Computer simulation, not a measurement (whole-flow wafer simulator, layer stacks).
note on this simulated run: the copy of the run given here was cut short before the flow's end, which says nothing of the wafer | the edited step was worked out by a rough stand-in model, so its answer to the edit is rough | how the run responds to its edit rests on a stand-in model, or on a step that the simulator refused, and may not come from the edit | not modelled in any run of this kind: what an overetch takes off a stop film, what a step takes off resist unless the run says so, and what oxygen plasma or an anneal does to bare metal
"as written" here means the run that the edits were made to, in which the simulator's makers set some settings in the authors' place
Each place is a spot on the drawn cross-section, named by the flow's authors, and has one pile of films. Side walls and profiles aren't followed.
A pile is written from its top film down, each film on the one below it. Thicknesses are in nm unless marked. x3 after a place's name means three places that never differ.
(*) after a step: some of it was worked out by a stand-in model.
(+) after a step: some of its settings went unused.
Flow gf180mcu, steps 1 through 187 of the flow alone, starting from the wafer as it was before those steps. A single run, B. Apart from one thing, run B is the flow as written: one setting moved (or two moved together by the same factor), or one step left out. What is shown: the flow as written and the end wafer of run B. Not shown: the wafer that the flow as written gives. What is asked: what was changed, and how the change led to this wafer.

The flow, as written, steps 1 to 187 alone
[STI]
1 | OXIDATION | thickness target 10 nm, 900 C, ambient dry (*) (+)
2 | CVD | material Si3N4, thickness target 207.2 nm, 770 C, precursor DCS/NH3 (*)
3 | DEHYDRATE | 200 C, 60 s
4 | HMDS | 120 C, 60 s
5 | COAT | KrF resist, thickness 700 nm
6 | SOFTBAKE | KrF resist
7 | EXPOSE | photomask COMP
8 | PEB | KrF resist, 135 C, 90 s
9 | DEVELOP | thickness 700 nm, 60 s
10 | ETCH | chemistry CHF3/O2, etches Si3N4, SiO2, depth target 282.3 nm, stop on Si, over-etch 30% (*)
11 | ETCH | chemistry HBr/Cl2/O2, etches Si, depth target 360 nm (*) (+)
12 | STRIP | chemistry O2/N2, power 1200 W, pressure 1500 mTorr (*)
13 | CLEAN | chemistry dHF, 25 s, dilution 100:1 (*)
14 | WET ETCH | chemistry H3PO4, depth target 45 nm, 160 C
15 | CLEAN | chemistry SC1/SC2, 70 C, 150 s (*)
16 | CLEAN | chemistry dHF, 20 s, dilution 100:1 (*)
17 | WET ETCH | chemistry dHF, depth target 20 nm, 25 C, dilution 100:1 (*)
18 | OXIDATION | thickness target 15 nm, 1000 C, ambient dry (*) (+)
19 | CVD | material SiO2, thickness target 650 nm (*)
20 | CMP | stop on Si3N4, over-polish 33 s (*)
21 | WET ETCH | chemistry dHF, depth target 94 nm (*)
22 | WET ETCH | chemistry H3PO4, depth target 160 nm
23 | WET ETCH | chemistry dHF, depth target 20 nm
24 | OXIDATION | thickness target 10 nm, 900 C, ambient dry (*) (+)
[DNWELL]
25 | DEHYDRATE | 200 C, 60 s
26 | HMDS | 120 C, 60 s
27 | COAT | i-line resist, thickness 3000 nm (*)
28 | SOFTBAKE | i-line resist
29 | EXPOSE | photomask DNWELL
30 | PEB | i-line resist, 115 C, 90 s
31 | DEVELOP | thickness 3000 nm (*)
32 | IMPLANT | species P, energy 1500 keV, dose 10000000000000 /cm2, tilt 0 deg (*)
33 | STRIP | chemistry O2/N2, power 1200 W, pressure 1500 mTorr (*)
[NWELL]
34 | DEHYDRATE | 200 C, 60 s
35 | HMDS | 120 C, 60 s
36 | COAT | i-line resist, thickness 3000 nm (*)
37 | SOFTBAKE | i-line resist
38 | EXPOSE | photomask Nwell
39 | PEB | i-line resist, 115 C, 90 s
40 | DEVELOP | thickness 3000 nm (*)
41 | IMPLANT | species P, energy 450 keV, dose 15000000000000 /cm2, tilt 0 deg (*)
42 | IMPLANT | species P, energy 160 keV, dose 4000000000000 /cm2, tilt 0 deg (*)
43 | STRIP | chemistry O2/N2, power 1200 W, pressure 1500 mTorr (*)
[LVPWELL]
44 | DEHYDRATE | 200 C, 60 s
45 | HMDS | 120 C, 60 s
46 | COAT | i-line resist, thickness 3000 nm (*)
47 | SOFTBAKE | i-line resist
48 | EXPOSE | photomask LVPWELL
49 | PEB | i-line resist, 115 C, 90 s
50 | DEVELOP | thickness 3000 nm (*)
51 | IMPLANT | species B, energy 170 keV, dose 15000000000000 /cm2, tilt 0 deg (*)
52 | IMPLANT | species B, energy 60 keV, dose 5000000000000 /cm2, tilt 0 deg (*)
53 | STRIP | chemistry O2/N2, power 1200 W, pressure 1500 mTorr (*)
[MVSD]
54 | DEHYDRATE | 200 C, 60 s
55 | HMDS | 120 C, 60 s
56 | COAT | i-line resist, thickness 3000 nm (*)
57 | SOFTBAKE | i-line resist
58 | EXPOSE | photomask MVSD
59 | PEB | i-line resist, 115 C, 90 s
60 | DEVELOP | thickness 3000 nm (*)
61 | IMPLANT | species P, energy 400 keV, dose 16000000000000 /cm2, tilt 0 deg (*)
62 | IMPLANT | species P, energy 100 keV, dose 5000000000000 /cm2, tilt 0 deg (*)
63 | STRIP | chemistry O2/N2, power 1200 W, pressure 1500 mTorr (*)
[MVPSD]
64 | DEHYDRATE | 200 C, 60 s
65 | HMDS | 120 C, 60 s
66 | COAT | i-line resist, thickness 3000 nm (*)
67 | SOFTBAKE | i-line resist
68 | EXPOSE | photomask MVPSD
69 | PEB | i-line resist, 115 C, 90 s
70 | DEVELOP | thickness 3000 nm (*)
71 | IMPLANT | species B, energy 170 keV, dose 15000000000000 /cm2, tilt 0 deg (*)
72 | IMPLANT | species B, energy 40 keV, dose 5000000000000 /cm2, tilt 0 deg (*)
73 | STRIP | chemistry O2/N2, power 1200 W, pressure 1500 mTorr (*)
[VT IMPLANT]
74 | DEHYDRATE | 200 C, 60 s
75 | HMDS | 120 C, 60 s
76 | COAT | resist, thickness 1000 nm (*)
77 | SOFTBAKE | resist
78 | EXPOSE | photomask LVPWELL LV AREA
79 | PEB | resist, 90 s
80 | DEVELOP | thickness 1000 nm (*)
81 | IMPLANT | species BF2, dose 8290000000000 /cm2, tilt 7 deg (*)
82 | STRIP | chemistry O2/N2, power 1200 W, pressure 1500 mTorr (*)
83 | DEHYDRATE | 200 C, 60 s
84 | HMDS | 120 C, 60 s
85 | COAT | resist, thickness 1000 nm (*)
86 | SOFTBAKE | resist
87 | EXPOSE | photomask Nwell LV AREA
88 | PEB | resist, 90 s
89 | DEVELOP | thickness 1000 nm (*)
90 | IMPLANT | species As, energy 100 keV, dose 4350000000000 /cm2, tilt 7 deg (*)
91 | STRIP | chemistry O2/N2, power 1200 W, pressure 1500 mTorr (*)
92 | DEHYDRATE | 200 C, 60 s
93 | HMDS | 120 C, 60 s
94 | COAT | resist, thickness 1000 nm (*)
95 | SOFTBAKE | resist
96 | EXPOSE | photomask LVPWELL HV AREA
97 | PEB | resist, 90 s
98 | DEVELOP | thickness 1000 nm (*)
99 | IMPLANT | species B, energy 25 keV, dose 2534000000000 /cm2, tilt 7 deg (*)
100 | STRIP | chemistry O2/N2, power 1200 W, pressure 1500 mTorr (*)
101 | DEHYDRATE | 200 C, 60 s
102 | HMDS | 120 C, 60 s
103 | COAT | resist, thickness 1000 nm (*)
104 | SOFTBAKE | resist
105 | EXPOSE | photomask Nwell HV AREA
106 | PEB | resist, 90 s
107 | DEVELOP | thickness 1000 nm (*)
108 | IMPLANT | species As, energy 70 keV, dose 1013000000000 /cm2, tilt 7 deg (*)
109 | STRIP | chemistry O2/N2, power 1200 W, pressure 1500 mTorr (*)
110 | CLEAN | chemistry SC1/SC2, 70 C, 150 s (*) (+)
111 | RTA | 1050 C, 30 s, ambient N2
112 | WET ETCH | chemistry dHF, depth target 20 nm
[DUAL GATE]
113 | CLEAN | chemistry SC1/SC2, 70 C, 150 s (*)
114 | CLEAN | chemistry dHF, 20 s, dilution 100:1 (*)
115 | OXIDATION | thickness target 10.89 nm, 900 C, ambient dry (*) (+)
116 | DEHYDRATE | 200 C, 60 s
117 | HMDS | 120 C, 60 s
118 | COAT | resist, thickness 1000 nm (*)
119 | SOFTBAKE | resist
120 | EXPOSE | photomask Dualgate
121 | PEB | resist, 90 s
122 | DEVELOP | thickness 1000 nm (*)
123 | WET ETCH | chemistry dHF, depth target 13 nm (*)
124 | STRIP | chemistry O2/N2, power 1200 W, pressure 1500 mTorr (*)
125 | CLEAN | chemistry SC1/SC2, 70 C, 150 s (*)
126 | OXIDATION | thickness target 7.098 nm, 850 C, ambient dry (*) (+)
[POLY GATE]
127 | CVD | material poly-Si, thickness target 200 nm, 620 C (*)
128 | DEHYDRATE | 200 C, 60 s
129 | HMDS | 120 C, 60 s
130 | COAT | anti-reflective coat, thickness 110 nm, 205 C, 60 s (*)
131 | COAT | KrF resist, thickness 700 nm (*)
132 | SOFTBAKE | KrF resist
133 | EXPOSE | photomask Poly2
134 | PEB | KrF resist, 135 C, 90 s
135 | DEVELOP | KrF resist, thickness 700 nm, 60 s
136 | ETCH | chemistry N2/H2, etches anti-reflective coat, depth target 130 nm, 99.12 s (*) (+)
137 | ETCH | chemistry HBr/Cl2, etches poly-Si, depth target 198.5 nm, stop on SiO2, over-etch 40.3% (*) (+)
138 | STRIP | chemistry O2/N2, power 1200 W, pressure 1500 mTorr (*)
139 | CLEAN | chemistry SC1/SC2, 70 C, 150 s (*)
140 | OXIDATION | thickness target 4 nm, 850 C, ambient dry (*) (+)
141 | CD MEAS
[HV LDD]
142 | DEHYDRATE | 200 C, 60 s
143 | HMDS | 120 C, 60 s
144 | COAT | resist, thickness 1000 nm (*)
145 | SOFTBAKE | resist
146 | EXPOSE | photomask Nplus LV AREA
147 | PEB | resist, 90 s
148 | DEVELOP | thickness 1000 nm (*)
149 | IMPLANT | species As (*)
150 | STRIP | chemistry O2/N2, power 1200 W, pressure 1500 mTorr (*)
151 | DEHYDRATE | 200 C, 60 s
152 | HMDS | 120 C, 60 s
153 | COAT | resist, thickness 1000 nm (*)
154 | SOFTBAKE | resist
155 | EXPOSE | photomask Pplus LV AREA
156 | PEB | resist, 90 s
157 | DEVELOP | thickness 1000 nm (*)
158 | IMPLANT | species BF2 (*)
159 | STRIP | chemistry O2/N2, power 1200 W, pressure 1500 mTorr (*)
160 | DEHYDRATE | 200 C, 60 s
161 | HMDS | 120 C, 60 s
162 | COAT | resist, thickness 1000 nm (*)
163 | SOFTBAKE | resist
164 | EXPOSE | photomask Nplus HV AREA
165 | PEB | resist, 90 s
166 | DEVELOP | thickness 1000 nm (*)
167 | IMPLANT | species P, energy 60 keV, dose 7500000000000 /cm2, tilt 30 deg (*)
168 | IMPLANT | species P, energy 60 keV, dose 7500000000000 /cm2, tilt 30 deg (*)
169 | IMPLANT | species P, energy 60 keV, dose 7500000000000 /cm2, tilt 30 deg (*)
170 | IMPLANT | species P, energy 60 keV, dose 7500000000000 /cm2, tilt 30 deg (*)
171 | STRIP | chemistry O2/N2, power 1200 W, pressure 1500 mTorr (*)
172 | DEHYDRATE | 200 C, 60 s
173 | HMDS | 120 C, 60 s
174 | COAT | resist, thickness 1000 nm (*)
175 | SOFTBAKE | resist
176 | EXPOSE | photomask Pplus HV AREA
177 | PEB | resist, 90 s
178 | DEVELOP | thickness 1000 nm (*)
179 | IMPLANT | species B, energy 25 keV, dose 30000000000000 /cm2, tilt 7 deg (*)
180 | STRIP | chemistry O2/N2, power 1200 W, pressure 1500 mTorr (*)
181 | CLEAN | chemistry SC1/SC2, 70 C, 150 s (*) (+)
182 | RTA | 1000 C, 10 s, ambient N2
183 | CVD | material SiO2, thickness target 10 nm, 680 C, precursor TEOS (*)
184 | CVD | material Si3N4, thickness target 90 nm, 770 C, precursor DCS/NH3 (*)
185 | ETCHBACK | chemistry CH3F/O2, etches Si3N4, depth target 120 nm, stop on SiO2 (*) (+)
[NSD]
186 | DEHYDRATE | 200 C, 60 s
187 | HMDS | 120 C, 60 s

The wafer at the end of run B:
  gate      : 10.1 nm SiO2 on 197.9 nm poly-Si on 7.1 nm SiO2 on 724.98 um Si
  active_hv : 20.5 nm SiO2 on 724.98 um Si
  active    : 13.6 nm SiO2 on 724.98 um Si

What caused this: step 184, CVD: thickness target 76.7 nm was run, while the flow as written has thickness target 90 nm.

How this came from the change, step by step:
  184 | CVD | material Si3N4, thickness target 90 nm, 770 C, precursor DCS/NH3 (*)
      field, field__w1, field__w2 and 101 more: Si3N4 gains 76.7 (new film) (it would be, as written: Si3N4 gains 90 (new film))
  185 | ETCHBACK | chemistry CH3F/O2, etches Si3N4, depth target 120 nm, stop on SiO2 (*) (+)
      field, field__w1, field__w2 and 100 more: Si3N4 loses 76.7 (all of it), SiO2 loses 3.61 (it would be, as written: Si3N4 loses 90 (all of it), SiO2 loses 2.5)
